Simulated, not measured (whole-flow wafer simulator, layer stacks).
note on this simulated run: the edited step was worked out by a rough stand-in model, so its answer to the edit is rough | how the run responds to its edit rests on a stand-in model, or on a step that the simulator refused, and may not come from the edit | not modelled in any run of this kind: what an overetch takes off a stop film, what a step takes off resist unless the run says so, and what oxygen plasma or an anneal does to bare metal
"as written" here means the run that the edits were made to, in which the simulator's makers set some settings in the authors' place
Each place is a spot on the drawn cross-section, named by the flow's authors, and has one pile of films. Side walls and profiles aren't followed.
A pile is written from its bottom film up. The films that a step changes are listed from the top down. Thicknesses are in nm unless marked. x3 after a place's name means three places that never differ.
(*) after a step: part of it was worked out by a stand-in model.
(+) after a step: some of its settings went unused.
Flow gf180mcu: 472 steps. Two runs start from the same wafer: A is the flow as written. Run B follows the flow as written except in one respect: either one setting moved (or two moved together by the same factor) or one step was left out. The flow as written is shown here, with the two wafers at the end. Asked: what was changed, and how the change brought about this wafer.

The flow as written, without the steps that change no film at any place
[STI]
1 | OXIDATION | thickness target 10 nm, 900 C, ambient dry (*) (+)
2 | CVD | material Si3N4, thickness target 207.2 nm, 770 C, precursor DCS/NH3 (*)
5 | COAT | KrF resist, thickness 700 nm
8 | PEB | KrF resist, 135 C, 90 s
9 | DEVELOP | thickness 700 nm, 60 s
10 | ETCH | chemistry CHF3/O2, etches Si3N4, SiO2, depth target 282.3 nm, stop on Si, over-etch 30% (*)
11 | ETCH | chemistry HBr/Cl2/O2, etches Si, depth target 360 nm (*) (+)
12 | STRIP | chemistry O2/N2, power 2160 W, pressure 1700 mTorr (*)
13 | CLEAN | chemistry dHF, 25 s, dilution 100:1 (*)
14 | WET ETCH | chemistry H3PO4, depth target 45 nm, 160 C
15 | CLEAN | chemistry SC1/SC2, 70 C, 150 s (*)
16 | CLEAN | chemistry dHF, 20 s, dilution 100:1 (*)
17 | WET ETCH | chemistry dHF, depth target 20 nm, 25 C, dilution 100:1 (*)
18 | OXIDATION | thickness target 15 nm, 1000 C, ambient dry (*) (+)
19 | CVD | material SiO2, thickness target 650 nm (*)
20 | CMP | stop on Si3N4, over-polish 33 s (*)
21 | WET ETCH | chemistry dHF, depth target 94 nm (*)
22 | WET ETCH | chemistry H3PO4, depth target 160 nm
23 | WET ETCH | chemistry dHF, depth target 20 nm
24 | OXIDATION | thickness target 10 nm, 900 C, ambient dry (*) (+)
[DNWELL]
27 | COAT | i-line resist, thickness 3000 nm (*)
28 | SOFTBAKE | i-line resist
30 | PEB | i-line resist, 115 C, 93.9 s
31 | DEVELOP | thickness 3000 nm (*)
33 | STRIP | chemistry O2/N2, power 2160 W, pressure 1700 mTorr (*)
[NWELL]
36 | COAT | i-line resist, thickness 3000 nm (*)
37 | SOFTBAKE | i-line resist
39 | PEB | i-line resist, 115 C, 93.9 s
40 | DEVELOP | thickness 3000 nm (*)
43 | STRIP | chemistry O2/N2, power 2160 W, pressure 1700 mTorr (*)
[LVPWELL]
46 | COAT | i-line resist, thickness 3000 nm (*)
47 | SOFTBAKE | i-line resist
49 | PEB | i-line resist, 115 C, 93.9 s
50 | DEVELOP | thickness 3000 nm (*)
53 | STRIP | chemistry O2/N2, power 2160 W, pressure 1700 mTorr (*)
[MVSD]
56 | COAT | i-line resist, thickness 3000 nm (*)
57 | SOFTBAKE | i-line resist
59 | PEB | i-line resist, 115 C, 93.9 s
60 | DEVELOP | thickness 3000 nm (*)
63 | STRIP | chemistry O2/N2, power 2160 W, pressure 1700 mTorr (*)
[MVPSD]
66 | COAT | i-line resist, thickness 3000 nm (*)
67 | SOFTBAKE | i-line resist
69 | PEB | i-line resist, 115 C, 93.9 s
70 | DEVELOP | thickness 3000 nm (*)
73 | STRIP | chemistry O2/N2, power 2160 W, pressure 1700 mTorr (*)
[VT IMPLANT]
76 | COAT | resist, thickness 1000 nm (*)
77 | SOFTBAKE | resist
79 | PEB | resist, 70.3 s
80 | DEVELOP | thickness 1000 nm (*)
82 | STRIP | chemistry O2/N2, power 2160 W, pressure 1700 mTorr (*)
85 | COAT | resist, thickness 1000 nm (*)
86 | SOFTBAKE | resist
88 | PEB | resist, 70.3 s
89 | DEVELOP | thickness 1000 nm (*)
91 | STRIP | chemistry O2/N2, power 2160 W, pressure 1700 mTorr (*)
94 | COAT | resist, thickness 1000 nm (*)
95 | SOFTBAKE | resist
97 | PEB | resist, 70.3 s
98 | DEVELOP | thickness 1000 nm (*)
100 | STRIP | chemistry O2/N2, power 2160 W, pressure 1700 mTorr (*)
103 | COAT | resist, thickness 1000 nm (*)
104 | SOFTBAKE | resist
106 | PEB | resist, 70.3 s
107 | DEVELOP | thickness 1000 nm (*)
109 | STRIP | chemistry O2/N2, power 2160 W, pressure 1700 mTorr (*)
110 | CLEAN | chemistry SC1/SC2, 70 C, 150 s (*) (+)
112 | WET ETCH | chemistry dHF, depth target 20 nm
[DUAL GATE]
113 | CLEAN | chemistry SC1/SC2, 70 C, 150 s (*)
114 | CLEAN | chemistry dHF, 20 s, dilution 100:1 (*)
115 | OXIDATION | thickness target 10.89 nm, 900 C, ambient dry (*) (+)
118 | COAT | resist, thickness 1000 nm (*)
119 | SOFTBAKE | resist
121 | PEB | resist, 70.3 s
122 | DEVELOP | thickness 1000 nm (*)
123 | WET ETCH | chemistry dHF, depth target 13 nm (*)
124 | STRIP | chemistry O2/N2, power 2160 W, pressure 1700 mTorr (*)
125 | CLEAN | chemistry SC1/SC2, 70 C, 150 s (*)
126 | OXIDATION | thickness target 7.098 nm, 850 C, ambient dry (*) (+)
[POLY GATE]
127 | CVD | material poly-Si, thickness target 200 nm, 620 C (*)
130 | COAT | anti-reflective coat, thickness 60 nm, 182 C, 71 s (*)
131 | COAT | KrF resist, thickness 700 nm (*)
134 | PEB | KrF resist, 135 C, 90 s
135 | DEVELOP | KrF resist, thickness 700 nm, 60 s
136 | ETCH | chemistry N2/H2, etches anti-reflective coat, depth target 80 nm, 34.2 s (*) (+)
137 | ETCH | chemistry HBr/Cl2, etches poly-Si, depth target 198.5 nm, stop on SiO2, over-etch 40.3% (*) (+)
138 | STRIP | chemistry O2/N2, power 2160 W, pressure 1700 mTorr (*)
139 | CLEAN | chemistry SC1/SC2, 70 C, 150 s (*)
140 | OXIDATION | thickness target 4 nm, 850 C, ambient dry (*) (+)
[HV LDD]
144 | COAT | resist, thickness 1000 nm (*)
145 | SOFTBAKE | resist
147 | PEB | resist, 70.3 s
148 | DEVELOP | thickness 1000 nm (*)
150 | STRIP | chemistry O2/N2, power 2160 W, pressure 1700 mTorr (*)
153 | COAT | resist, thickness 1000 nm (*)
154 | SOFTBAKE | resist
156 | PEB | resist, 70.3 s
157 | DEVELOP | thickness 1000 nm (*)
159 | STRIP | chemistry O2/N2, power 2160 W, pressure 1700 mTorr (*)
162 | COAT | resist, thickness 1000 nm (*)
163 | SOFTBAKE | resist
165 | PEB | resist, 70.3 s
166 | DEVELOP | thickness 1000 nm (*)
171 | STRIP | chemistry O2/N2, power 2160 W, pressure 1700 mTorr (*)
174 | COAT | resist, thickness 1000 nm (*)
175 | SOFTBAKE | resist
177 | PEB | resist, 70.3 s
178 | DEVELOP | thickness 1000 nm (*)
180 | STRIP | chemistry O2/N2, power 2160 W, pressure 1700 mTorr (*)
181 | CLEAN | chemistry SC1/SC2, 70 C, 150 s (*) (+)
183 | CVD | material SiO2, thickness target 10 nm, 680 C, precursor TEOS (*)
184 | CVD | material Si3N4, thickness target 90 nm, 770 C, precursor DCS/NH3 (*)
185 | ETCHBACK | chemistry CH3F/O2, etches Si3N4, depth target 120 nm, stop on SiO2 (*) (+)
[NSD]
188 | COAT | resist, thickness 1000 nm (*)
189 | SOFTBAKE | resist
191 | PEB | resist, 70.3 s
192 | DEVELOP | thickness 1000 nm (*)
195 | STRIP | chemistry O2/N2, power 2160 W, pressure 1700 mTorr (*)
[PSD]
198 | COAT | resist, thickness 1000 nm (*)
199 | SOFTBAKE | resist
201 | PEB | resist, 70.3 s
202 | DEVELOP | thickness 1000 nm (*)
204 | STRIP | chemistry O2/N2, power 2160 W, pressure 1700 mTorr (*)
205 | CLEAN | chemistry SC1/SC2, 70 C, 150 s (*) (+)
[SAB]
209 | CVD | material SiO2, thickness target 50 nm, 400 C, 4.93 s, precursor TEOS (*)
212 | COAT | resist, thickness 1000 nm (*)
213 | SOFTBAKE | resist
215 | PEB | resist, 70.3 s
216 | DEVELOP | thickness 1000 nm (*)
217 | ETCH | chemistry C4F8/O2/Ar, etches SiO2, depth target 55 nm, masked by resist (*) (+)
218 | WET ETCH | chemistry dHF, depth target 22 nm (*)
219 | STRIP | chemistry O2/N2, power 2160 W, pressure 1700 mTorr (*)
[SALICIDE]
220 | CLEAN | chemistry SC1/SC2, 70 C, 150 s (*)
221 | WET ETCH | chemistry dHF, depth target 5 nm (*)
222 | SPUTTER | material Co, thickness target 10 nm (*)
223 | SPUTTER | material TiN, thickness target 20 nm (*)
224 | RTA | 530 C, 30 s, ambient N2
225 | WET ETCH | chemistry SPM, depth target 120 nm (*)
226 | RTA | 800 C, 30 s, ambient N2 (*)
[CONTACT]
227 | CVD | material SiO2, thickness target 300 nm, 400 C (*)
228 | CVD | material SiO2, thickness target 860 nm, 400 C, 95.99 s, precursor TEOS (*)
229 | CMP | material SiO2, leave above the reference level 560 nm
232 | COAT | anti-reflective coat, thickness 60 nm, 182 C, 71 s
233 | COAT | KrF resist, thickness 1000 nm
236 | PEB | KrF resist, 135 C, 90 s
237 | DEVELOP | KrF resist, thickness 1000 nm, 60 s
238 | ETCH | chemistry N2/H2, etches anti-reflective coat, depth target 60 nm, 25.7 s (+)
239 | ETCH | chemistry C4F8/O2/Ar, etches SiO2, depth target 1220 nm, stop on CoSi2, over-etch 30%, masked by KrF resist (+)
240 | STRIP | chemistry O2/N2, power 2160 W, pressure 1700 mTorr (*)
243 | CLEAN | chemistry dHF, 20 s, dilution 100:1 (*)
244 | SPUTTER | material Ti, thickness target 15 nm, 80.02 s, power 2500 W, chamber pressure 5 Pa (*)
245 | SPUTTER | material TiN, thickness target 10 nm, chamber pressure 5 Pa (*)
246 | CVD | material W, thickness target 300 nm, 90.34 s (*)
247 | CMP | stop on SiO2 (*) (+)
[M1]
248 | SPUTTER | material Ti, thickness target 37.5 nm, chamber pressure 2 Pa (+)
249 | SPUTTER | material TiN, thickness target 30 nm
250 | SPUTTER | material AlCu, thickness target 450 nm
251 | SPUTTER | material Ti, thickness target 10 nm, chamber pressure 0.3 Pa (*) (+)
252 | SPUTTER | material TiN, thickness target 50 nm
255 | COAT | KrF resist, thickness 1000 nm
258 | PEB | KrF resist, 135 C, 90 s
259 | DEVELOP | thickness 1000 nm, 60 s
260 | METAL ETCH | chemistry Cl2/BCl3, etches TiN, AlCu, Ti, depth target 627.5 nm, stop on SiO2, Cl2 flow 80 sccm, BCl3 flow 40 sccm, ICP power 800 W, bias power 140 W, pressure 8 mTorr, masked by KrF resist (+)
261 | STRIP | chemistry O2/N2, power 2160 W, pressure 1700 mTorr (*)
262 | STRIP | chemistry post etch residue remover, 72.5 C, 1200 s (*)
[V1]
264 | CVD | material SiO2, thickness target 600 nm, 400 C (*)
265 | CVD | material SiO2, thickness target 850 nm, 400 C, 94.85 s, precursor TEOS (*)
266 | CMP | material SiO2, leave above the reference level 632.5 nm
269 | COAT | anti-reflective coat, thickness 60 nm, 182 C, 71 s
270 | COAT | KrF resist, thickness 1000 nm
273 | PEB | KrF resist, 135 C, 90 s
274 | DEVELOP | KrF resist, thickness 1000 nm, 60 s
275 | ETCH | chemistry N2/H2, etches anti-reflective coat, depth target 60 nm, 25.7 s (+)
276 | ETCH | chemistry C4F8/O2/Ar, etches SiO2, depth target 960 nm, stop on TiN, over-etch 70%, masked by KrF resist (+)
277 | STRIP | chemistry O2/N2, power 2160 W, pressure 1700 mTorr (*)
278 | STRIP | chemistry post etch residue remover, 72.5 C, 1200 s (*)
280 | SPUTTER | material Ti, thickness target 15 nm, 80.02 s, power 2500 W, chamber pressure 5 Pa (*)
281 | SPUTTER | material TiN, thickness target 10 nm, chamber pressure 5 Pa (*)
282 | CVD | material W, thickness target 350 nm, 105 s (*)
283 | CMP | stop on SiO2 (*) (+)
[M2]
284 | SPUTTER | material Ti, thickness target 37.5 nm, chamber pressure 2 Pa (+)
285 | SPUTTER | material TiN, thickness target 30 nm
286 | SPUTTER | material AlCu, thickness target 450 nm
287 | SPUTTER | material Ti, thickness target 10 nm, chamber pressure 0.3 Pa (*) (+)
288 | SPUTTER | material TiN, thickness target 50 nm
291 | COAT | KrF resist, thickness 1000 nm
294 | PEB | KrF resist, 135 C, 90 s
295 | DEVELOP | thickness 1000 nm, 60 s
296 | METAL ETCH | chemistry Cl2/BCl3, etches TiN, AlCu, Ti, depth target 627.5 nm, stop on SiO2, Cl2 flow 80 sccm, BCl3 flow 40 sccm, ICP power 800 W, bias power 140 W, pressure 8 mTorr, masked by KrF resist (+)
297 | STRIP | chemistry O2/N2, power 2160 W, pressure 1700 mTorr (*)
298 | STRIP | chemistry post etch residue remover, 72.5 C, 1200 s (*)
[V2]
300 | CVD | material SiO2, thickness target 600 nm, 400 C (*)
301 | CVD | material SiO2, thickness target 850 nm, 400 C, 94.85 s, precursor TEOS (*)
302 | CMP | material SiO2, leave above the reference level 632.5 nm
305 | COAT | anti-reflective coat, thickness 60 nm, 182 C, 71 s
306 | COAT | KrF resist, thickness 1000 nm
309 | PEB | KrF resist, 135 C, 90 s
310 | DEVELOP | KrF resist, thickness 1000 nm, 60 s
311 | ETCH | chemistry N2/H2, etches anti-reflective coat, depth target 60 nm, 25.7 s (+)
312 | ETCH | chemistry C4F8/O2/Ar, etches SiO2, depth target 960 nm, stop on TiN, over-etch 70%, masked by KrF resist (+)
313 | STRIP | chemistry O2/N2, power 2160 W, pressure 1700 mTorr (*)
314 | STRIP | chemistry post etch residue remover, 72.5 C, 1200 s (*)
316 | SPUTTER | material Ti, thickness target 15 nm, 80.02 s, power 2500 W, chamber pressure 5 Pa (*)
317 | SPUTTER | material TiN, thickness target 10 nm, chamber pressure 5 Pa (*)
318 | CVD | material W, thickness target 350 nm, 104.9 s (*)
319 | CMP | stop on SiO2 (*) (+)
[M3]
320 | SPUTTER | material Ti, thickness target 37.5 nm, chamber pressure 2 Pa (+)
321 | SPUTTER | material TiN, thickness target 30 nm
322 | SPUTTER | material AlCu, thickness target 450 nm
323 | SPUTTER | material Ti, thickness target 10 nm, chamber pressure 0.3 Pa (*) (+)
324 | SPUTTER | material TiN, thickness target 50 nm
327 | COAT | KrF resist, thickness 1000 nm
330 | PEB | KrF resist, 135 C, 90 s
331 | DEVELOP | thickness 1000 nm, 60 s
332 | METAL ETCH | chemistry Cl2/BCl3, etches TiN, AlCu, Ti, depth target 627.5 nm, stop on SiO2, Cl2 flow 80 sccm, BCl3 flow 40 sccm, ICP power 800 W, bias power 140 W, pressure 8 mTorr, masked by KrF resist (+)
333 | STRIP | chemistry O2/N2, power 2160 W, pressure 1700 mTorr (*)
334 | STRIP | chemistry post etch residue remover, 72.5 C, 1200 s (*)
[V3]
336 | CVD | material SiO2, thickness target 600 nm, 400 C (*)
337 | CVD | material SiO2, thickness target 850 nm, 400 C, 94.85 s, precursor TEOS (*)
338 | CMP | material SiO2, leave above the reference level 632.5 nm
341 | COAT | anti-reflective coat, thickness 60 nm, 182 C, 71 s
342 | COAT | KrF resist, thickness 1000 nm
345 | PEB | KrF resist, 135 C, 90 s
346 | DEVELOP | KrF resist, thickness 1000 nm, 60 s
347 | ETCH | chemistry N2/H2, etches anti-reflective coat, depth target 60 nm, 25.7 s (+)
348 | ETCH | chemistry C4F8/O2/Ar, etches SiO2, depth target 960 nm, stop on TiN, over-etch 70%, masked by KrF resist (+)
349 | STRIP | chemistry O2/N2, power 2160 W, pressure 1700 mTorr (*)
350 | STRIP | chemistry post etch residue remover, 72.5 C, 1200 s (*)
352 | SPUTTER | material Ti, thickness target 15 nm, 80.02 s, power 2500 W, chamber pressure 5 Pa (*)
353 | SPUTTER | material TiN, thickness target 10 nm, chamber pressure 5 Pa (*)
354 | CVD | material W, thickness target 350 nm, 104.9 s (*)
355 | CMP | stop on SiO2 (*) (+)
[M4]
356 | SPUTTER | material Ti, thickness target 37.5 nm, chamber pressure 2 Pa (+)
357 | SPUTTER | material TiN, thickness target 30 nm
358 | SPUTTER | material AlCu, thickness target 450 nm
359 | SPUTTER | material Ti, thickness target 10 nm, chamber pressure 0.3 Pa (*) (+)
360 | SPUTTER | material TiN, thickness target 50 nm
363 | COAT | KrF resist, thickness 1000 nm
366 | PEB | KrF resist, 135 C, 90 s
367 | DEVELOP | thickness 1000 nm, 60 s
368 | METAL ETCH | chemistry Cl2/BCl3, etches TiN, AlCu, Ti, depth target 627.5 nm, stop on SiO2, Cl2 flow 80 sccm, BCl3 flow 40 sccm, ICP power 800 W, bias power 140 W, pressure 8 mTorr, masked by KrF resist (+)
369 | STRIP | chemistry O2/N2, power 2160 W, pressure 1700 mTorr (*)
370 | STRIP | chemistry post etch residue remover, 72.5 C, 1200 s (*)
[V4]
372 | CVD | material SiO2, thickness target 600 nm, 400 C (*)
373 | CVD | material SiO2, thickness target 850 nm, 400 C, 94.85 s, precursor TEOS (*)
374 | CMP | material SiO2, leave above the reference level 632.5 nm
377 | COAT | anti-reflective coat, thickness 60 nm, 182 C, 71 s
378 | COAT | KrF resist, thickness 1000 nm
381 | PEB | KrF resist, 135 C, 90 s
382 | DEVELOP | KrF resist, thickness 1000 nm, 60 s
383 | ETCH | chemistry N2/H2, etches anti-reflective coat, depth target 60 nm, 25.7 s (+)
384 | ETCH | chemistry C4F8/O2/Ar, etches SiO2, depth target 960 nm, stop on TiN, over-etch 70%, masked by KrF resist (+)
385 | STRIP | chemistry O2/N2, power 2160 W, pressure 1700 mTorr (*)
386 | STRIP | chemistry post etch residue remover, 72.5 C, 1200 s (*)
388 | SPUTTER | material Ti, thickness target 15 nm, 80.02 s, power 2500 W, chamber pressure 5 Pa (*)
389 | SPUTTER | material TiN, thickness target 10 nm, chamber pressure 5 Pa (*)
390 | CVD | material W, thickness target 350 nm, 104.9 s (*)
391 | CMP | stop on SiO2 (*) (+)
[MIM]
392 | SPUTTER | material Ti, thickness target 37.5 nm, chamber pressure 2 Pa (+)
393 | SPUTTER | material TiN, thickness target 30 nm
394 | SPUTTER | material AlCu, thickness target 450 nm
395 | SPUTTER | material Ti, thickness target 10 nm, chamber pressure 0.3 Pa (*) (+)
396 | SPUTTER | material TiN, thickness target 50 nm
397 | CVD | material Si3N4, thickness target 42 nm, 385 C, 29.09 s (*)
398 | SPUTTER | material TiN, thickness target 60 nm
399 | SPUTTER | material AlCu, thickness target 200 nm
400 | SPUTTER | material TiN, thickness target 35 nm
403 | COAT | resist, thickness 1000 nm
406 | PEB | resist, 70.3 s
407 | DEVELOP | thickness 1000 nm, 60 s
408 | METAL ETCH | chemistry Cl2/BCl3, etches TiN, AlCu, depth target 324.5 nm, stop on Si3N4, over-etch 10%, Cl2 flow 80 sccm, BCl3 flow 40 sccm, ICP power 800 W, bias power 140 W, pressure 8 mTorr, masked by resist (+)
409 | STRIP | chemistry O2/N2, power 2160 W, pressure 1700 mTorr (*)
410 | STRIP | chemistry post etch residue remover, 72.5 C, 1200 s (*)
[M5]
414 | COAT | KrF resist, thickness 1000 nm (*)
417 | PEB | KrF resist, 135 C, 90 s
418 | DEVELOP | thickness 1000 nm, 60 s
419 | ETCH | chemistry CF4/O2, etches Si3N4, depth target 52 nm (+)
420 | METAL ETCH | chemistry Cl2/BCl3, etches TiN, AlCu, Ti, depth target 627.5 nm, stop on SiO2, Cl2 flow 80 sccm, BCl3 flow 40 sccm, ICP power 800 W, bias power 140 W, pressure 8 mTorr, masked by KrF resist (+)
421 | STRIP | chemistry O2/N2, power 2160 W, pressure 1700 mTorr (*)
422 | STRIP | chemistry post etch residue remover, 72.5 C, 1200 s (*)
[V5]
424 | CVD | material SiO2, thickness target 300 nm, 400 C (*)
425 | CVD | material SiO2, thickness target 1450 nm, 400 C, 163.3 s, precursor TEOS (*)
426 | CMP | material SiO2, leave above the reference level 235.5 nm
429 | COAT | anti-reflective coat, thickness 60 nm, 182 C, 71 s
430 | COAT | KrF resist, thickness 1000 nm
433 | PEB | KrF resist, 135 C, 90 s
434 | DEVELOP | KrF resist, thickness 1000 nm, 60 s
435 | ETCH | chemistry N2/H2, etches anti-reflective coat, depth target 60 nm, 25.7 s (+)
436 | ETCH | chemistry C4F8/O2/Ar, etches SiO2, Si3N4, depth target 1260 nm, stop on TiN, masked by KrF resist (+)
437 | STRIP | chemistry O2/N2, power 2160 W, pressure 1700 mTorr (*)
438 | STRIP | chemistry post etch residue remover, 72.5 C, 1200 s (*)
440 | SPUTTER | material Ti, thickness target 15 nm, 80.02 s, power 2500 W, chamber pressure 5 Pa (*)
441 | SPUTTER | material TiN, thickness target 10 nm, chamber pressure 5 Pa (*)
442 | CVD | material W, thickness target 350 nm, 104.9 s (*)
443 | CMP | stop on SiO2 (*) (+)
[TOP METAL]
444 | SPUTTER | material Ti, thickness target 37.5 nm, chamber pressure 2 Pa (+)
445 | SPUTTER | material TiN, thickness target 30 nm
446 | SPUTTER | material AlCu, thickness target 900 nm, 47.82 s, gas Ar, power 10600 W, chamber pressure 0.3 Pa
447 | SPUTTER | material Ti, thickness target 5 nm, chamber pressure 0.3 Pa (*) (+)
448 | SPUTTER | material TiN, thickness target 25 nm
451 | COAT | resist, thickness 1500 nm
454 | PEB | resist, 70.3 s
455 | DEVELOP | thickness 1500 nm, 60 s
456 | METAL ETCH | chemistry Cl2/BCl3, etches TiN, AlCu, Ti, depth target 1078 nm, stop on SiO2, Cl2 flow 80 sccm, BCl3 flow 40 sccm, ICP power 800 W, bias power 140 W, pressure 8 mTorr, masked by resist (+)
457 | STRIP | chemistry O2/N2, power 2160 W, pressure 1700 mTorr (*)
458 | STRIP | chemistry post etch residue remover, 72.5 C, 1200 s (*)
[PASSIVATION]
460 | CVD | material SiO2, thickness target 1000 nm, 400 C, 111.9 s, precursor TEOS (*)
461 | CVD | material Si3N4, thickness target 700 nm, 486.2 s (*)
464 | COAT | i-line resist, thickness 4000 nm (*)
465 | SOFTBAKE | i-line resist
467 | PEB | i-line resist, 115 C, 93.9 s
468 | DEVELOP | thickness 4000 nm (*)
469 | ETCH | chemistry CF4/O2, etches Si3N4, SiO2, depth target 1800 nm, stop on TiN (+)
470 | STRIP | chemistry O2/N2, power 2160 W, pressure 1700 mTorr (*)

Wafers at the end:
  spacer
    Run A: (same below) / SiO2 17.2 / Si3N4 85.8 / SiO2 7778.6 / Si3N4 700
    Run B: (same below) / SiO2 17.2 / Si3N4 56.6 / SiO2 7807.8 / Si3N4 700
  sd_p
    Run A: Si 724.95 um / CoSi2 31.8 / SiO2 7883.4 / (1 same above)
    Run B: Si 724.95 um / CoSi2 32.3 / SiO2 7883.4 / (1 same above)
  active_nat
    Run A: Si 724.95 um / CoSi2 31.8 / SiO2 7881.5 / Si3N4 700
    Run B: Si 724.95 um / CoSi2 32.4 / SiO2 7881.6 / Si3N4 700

The reason: step 184, CVD: thickness target 60.8 nm was run, whereas the flow has thickness target 90 nm.

The path from the change to this, step by step:
  184 | CVD | material Si3N4, thickness target 90 nm, 770 C, precursor DCS/NH3 (*)
      field, field__w1, field__w2 and 101 more: A +90 Si3N4 (new film) | B +60.8 Si3N4 (new film)
  185 | ETCHBACK | chemistry CH3F/O2, etches Si3N4, depth target 120 nm, stop on SiO2 (*) (+)
      field, field__w1, field__w2 and 100 more: A -90 Si3N4 (all of it), -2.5 SiO2 | B -60.8 Si3N4 (all of it), -4.93 SiO2
  188 | COAT | resist, thickness 1000 nm (*)
      spacer: A +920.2 resist (new film) | B +946.8 resist (new film)
  189 | SOFTBAKE | resist
      field: A +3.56 resist | B -0.34 resist
      field__w6: A +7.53 resist | B +6.99 resist
      (and at 9 other places as well)
  192 | DEVELOP | thickness 1000 nm (*)
      spacer: A -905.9 resist (all of it) | B -931.9 resist (all of it)
  195 | STRIP | chemistry O2/N2, power 2160 W, pressure 1700 mTorr (*)
      field: A -1026.7 resist (all of it) | B -1005.9 resist (all of it)
  198 | COAT | resist, thickness 1000 nm (*)
      spacer: A +920.2 resist (new film) | B +946.8 resist (new film)
  199 | SOFTBAKE | resist
      field: A +3.56 resist | B -0.34 resist
      field__w6: A +7.53 resist | B +6.99 resist
      (and at 9 other places as well)
  204 | STRIP | chemistry O2/N2, power 2160 W, pressure 1700 mTorr (*)
      field: A -1026.7 resist (all of it) | B -1005.9 resist (all of it)
      spacer: A -905.9 resist (all of it) | B -931.9 resist (all of it)
  212 | COAT | resist, thickness 1000 nm (*)
      spacer: A +919.4 resist (new film) | B +945.9 resist (new film)
  213 | SOFTBAKE | resist
      field__w5: A +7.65 resist | B +7 resist
      field__w6: A +7.87 resist | B +7.34 resist
      (and at 5 other places as well)
  216 | DEVELOP | thickness 1000 nm (*)
      spacer: A -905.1 resist (all of it) | B -931.1 resist (all of it)
  218 | WET ETCH | chemistry dHF, depth target 22 nm (*)
      gate, gate_hv, gate_p and 23 more: A -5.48 SiO2 (all of it) | B -3.05 SiO2 (all of it)
      active, p_well, sd_n, iso_ptap_pw, iso_ntap_nw, iso_ptap_sub, vpnp_e: A -9.01 SiO2 (all of it) | B -6.58 SiO2 (all of it)
      (and at 16 other places as well)
  222 | SPUTTER | material Co, thickness target 10 nm (*)
      field__w2: A +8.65 Co (new film) | B +9.27 Co (new film)
      field__w3: A +8.06 Co (new film) | B +8.88 Co (new film)
      (and at 4 other places as well)
  223 | SPUTTER | material TiN, thickness target 20 nm (*)
      field__w2: A +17 TiN (new film) | B +18.2 TiN (new film)
      field__w3: A +15.7 TiN (new film) | B +17.3 TiN (new film)
      (and at 6 other places as well)
  224 | RTA | 530 C, 30 s, ambient N2
      ld_sd_n: A under 1 film: +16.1 CoSi (new film), -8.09 Co (all of it), -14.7 Si | B under 1 film: +16.9 CoSi (new film), -8.49 Co (all of it), -15.4 Si
      ld_drn_n: A under 1 film: +17.9 CoSi (new film), -9.02 Co (all of it), -16.4 Si | B under 1 film: +18.7 CoSi (new film), -9.42 Co (all of it), -17.1 Si
      (and at 1 other place as well)
  ... 2 further steps ...
  229 | CMP | material SiO2, leave above the reference level 560 nm
      spacer: A -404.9 SiO2 | B -375.7 SiO2
